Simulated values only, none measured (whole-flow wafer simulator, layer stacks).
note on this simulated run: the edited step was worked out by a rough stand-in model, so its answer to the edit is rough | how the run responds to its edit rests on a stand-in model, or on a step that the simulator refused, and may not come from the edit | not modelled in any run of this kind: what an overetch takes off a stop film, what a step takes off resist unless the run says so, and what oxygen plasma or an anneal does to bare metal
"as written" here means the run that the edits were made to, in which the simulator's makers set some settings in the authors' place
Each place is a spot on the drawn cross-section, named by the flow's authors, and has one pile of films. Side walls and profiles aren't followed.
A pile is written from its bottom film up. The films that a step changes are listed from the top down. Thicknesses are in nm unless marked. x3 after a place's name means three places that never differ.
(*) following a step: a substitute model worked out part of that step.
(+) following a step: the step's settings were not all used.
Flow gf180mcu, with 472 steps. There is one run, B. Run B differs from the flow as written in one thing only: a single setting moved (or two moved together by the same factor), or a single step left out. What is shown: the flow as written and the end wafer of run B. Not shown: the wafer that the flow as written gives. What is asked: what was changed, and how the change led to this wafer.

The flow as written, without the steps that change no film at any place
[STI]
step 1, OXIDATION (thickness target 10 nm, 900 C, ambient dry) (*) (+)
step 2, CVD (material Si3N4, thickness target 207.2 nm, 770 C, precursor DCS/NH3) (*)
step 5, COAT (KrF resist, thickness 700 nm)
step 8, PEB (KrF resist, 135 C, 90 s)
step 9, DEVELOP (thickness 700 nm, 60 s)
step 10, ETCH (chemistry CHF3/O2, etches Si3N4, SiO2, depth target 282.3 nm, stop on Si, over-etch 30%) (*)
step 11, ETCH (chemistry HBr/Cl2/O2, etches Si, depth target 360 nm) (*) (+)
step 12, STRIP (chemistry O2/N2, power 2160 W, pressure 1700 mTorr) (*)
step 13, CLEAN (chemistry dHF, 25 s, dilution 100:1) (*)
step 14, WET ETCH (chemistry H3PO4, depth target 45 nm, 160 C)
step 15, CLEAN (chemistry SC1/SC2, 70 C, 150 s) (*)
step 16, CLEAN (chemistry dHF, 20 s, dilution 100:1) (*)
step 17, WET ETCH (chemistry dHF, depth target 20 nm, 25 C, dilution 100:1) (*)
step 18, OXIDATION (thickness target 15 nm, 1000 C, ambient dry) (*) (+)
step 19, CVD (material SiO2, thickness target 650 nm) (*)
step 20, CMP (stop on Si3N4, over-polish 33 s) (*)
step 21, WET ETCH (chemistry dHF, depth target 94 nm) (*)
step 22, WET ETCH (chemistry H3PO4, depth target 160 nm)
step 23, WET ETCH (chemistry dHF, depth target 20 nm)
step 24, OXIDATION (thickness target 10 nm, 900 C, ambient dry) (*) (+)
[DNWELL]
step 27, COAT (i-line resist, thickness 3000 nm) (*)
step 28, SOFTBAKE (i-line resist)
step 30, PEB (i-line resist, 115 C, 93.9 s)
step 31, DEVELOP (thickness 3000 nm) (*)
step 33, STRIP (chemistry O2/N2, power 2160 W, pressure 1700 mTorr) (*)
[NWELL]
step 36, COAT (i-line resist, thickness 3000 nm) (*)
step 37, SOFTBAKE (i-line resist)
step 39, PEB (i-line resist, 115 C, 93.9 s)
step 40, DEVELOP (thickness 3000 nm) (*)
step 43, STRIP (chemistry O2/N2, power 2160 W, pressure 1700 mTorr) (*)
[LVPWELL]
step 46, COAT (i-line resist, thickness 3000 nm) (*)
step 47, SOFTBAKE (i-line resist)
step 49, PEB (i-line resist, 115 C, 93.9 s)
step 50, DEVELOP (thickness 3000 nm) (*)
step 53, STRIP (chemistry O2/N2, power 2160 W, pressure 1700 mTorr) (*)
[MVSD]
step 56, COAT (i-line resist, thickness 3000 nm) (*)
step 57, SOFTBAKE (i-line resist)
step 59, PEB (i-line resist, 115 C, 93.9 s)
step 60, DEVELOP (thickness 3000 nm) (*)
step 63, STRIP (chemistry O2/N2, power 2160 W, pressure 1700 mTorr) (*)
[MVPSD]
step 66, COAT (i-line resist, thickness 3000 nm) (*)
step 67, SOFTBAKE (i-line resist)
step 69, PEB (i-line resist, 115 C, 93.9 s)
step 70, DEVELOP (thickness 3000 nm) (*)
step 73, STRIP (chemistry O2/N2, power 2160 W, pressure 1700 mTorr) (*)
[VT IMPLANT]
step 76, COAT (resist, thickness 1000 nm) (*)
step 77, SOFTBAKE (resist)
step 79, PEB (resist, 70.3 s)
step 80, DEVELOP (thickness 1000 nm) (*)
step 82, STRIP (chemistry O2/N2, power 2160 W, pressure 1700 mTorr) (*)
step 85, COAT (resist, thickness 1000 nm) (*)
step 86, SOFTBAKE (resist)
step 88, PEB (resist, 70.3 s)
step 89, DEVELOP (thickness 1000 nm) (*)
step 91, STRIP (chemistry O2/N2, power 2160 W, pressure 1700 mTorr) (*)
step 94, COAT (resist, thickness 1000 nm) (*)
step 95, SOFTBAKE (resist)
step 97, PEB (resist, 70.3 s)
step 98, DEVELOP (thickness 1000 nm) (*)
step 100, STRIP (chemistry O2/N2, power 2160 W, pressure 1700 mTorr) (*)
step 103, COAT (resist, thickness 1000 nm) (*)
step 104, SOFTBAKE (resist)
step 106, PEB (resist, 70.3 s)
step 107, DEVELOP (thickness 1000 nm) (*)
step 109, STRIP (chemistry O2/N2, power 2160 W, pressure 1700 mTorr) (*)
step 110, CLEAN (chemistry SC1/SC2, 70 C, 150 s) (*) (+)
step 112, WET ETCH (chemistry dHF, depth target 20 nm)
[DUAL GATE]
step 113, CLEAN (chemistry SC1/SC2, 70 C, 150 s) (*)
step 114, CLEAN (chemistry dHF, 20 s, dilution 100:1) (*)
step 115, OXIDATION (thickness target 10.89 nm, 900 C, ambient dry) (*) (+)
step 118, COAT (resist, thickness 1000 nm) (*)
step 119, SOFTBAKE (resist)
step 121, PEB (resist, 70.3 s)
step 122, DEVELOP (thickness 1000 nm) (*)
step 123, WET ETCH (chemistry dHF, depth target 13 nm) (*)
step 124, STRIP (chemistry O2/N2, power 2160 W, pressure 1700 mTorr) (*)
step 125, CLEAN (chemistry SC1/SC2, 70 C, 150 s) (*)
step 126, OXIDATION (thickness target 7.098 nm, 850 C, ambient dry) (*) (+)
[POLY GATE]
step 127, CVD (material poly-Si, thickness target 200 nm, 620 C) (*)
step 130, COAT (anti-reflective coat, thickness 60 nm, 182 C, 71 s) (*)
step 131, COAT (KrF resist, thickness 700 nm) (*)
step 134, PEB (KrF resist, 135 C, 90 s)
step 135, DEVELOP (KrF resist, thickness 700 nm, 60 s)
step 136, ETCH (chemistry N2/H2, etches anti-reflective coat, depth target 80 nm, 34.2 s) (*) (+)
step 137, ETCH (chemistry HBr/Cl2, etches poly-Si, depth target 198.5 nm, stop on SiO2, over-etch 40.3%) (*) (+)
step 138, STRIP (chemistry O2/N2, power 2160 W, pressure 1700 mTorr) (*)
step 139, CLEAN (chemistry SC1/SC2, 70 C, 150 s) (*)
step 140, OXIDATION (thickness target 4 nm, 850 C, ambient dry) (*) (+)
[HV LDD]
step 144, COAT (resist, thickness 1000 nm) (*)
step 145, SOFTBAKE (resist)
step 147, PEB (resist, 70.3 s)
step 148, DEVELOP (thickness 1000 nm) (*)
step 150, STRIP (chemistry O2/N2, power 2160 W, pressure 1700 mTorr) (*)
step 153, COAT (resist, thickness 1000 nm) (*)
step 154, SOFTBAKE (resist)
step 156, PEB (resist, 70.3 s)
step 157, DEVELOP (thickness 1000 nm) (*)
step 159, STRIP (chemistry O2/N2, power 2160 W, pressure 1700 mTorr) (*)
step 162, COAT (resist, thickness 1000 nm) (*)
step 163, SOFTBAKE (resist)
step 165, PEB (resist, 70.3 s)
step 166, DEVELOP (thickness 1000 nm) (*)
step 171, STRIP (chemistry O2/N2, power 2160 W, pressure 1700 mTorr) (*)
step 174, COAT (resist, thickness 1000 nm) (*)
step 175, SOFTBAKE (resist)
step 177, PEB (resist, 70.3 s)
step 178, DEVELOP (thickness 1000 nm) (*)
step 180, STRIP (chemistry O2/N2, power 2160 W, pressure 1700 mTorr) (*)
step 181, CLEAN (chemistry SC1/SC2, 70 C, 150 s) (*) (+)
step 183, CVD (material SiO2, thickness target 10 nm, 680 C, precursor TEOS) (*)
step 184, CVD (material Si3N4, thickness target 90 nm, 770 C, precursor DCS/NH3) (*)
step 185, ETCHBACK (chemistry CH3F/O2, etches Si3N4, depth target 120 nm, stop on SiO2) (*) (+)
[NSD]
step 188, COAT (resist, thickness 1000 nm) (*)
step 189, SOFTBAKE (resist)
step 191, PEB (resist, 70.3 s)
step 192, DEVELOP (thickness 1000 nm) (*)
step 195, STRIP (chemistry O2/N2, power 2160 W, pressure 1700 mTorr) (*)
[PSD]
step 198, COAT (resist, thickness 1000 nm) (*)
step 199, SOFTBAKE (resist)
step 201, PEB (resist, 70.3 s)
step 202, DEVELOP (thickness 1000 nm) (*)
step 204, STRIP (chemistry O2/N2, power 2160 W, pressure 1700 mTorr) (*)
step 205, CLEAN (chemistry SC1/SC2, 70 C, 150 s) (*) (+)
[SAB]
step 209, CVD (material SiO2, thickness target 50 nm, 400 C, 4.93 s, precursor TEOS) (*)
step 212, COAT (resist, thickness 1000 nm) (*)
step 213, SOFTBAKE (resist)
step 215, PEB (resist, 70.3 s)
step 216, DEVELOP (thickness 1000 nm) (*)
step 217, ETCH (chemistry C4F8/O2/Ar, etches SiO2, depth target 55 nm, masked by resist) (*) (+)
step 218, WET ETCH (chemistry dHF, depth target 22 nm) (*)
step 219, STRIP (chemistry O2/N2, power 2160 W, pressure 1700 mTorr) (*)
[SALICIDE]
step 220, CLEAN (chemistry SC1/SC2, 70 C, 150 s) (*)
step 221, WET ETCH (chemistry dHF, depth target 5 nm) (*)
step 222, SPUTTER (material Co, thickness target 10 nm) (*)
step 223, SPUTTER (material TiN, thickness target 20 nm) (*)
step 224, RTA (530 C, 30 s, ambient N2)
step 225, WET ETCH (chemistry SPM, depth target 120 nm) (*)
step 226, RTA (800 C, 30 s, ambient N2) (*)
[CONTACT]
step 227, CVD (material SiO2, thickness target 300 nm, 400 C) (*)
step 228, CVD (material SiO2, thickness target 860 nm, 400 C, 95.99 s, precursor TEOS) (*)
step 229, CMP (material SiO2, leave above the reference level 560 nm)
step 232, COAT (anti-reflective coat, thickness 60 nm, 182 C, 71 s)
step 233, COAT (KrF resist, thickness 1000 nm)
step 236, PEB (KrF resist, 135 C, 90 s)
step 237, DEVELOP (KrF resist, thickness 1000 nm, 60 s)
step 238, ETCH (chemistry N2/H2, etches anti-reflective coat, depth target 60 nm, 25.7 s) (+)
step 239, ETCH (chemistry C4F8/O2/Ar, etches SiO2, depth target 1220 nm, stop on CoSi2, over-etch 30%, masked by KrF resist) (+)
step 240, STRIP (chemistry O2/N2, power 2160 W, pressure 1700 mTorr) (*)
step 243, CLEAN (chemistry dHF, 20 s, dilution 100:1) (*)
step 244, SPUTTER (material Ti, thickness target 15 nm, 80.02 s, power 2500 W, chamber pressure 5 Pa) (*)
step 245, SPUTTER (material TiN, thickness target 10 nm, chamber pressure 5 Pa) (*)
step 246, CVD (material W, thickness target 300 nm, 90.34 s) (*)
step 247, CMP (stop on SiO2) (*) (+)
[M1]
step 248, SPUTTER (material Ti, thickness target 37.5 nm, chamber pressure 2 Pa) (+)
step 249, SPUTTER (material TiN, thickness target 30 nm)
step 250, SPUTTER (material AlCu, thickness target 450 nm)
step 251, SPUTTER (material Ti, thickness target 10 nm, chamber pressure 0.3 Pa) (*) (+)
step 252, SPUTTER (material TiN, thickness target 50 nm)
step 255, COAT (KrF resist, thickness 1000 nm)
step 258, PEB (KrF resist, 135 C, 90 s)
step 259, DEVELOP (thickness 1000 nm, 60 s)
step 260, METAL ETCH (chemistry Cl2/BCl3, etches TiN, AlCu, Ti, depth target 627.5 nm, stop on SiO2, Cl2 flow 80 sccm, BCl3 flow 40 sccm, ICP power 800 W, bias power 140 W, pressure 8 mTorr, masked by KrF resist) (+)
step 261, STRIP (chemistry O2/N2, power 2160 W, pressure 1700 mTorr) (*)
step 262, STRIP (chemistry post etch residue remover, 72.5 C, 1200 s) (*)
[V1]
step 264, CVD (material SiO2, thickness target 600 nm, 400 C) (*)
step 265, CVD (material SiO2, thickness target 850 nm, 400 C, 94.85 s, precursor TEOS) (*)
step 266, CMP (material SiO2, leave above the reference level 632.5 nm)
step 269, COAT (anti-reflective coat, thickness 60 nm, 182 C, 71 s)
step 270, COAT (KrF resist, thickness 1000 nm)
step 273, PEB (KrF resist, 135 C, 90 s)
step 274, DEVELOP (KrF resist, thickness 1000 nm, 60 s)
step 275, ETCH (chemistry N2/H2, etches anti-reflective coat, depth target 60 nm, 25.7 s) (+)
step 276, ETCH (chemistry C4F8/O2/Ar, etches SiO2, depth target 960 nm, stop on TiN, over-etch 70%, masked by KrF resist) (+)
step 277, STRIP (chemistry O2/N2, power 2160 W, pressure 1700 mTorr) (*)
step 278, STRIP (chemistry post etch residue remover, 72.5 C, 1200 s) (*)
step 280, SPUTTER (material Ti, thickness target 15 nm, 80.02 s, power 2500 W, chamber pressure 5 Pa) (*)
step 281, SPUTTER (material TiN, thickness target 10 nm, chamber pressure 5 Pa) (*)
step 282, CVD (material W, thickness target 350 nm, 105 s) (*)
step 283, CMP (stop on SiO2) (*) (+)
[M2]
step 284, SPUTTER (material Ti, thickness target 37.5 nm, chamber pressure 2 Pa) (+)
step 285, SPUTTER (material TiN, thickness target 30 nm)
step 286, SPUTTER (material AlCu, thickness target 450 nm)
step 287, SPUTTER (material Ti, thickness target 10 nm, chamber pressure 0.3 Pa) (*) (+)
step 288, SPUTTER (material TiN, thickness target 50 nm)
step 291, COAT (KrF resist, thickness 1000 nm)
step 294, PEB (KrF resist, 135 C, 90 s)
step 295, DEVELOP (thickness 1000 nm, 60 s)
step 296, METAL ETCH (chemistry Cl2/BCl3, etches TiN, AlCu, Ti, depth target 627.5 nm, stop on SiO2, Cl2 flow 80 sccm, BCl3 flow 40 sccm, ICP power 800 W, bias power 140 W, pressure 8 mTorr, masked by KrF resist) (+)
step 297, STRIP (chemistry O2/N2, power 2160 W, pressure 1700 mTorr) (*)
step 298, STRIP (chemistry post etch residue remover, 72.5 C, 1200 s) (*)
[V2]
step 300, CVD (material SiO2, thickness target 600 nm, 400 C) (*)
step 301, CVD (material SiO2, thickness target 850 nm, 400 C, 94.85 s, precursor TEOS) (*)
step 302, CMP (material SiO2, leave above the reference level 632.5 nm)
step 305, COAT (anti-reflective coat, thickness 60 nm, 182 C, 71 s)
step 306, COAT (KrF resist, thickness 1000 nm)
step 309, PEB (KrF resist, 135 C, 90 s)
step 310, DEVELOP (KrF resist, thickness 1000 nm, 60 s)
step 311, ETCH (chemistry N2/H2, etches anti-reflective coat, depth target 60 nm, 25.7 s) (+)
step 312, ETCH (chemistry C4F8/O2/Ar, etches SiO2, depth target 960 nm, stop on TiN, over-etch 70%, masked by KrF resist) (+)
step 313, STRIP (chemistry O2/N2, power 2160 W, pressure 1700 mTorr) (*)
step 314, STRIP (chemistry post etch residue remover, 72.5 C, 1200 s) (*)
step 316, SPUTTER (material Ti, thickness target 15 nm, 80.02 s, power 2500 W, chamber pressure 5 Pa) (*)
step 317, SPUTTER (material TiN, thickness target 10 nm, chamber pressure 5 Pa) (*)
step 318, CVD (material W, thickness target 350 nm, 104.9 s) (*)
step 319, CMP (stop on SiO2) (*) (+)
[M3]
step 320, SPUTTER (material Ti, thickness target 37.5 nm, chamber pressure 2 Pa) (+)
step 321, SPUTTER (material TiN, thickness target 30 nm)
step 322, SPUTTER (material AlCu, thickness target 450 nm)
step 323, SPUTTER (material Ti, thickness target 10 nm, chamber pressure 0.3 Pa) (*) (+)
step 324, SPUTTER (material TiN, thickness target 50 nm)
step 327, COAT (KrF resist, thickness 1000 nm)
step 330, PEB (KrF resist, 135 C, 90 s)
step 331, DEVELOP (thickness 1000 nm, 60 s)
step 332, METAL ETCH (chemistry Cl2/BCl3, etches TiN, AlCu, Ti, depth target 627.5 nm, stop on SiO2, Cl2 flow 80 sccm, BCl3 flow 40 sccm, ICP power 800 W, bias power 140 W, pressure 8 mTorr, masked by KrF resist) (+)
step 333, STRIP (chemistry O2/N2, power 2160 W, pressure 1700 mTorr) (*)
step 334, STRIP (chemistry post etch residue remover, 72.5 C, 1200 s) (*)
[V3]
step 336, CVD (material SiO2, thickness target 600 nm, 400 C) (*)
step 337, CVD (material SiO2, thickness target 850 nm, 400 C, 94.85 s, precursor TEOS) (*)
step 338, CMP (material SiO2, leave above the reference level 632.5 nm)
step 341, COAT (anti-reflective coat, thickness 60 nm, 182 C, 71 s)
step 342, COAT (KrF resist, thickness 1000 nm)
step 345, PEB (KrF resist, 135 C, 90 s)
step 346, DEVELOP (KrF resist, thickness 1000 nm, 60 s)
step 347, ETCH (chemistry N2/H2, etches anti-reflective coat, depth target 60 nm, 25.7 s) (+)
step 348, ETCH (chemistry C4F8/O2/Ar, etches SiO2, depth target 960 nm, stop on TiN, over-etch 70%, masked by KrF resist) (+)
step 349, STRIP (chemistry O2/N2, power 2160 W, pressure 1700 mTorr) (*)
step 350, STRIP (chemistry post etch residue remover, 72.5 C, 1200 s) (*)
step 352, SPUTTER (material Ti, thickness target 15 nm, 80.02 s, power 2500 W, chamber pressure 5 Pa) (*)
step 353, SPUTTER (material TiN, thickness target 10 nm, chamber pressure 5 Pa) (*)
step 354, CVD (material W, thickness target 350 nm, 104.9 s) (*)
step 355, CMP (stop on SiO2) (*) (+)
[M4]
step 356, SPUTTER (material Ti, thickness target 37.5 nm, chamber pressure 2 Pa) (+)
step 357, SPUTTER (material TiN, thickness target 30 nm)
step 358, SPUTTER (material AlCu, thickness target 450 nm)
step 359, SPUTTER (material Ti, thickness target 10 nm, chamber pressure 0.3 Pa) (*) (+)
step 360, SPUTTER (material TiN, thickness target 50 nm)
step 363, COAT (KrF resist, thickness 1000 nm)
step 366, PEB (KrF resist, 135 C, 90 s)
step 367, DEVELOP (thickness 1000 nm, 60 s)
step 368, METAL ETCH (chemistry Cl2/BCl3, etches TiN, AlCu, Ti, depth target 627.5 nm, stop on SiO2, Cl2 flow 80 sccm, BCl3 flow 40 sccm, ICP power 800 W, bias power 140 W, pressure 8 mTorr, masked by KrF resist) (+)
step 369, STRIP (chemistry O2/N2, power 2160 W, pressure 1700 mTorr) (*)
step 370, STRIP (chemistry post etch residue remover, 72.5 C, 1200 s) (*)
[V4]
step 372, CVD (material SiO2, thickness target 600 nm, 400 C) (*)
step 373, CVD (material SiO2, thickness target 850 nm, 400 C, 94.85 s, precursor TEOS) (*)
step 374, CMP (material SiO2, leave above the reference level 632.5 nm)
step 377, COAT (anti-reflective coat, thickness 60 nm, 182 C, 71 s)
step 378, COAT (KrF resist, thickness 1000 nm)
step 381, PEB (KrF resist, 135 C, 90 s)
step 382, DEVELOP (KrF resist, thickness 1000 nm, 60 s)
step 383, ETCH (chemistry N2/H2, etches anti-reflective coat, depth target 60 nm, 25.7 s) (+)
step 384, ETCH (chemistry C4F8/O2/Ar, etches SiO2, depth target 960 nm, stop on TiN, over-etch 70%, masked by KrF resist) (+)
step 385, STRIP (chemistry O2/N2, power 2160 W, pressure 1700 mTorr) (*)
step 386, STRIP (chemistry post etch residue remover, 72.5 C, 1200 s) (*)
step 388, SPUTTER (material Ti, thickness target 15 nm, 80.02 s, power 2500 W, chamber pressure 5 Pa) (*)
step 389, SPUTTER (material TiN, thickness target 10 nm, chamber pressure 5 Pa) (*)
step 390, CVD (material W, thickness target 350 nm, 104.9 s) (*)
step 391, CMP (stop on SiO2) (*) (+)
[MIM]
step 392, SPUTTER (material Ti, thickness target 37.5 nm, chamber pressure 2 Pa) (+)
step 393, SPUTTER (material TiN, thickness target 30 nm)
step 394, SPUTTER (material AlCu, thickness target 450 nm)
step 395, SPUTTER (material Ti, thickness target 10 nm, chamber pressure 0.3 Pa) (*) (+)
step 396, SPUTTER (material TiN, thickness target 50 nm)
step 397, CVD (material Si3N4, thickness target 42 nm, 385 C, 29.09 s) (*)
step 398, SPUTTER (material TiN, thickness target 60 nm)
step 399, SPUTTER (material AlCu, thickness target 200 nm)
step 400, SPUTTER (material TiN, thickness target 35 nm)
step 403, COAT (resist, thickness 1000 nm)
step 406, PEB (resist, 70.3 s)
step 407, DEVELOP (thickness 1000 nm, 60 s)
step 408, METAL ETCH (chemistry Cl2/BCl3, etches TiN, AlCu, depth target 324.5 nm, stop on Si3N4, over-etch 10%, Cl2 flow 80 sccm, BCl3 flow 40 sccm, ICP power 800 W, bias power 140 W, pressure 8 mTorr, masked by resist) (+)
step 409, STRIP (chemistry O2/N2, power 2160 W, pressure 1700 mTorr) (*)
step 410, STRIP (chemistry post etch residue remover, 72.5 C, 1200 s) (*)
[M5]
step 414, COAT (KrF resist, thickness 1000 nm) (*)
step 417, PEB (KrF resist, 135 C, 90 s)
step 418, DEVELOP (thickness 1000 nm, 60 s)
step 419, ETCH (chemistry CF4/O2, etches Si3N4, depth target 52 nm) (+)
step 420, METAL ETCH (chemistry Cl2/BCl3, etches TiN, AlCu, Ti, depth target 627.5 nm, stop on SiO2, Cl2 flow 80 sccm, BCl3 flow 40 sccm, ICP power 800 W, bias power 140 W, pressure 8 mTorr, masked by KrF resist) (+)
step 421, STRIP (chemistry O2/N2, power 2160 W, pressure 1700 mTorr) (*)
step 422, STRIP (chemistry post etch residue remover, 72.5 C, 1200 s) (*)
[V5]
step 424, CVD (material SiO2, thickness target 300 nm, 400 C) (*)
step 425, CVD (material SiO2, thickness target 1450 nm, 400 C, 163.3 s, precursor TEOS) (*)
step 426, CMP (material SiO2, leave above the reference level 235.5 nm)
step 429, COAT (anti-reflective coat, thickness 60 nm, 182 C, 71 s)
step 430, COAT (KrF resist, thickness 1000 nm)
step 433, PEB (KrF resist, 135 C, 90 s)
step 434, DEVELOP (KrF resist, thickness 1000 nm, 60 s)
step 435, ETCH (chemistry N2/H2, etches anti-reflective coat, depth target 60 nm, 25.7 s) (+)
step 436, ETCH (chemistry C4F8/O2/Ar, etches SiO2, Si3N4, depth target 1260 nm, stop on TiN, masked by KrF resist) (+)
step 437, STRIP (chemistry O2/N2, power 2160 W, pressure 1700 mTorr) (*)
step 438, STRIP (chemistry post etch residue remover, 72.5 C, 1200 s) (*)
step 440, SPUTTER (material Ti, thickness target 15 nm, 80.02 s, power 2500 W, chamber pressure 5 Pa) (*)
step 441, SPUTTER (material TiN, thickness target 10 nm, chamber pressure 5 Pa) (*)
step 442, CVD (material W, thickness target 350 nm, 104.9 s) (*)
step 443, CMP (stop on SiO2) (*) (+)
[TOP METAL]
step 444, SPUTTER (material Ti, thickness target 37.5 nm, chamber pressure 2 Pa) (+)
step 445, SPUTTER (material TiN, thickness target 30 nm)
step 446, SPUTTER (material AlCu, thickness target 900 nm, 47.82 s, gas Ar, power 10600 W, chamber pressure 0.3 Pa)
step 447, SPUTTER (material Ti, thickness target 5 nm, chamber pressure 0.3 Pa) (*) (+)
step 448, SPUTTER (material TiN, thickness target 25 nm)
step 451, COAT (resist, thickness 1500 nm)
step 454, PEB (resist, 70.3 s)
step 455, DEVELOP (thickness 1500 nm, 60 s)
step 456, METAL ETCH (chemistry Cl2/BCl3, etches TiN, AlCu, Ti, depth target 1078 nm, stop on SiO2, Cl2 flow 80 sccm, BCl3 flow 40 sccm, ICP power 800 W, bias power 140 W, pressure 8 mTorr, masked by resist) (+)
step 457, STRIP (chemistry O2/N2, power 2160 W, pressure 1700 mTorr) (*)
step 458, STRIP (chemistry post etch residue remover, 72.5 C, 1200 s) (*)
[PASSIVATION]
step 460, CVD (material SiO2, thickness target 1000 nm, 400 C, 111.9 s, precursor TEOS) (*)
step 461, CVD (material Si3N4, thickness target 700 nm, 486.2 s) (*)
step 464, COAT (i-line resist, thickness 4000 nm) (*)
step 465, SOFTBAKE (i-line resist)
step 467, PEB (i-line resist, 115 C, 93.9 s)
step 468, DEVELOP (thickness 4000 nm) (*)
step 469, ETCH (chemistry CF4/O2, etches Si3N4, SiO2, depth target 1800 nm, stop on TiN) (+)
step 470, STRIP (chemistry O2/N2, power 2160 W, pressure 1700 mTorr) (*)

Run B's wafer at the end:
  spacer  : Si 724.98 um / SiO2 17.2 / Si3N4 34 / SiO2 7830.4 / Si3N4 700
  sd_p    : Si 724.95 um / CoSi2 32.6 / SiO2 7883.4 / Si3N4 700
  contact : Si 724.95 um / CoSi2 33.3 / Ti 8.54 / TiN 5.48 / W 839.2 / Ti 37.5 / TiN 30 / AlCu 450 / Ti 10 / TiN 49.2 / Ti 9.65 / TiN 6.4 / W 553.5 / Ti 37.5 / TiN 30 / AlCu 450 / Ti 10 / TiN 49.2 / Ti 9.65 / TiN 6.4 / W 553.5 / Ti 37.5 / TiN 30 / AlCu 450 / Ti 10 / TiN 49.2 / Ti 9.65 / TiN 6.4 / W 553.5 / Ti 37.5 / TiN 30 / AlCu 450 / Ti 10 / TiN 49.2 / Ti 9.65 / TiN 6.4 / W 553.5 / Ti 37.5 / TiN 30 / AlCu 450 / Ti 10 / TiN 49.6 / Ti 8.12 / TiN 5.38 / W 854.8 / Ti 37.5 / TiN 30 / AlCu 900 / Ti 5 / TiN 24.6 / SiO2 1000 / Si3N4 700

What caused this: step 184, CVD: thickness target 38.2 nm was run, though the flow has thickness target 90 nm.

The path from the change to this, step by step:
  step 184, CVD (material Si3N4, thickness target 90 nm, 770 C, precursor DCS/NH3) (*)
      field, field__w1, field__w2 and 101 more: Si3N4 gains 38.2 (new film) (it would be, as written: Si3N4 gains 90 (new film))
  step 185, ETCHBACK (chemistry CH3F/O2, etches Si3N4, depth target 120 nm, stop on SiO2) (*) (+)
      field, field__w1, field__w2 and 100 more: Si3N4 loses 38.2 (all of it), SiO2 loses 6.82 (it would be, as written: Si3N4 loses 90 (all of it), SiO2 loses 2.5)
  step 188, COAT (resist, thickness 1000 nm) (*)
      spacer: resist gains 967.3 (new film) (it would be, as written: resist gains 920.2 (new film))
  step 189, SOFTBAKE (resist)
      ld_drn_p: nothing (it would be, as written: resist loses 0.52)
      field: resist gains 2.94 (it would be, as written: resist gains 3.56)
      (as well as at 30 more places)
  step 191, PEB (resist, 70.3 s)
      spacer: resist loses 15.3 (it would be, as written: resist loses 14.3)
  step 192, DEVELOP (thickness 1000 nm) (*)
      spacer: resist loses 952 (all of it) (it would be, as written: resist loses 905.9 (all of it))
  step 198, COAT (resist, thickness 1000 nm) (*)
      spacer: resist gains 967.3 (new film) (it would be, as written: resist gains 920.2 (new film))
  step 199, SOFTBAKE (resist)
      ld_drn_p: nothing (it would be, as written: resist loses 0.52)
      field: resist gains 2.94 (it would be, as written: resist gains 3.56)
      (as well as at 30 more places)
  step 201, PEB (resist, 70.3 s)
      spacer: resist loses 15.3 (it would be, as written: resist loses 14.3)
  step 204, STRIP (chemistry O2/N2, power 2160 W, pressure 1700 mTorr) (*)
      spacer: resist loses 952 (all of it) (it would be, as written: resist loses 905.9 (all of it))
  step 212, COAT (resist, thickness 1000 nm) (*)
      spacer: resist gains 966.5 (new film) (it would be, as written: resist gains 919.4 (new film))
  step 213, SOFTBAKE (resist)
      field__w9: resist gains 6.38 (it would be, as written: resist loses 3.11)
      field__w11: resist gains 0.46 (it would be, as written: resist loses 0.09)
      (as well as at 26 more places)
  step 215, PEB (resist, 70.3 s)
      spacer: resist loses 15.3 (it would be, as written: resist loses 14.3)
  step 216, DEVELOP (thickness 1000 nm) (*)
      spacer: resist loses 951.2 (all of it) (it would be, as written: resist loses 905.1 (all of it))
  step 218, WET ETCH (chemistry dHF, depth target 22 nm) (*)
      gate, gate_hv, gate_p and 23 more: SiO2 loses 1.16 (all of it) (it would be, as written: SiO2 loses 5.48 (all of it))
      active, p_well, sd_n, iso_ptap_pw, iso_ntap_nw, iso_ptap_sub, vpnp_e: SiO2 loses 4.69 (all of it) (it would be, as written: SiO2 loses 9.01 (all of it))
      (as well as at 16 more places)
  step 222, SPUTTER (material Co, thickness target 10 nm) (*)
      field__w2: Co gains 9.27 (new film) (it would be, as written: Co gains 8.65 (new film))
      field__w3: Co gains 8.89 (new film) (it would be, as written: Co gains 8.06 (new film))
      (as well as at 5 more places)
  ... another 4 steps ...
  step 229, CMP (material SiO2, leave above the reference level 560 nm)
      field__w2: SiO2 loses 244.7 (it would be, as written: SiO2 loses 250)
      field__w3: SiO2 loses 227 (it would be, as written: SiO2 loses 232.3)
      (as well as at 3 more places)
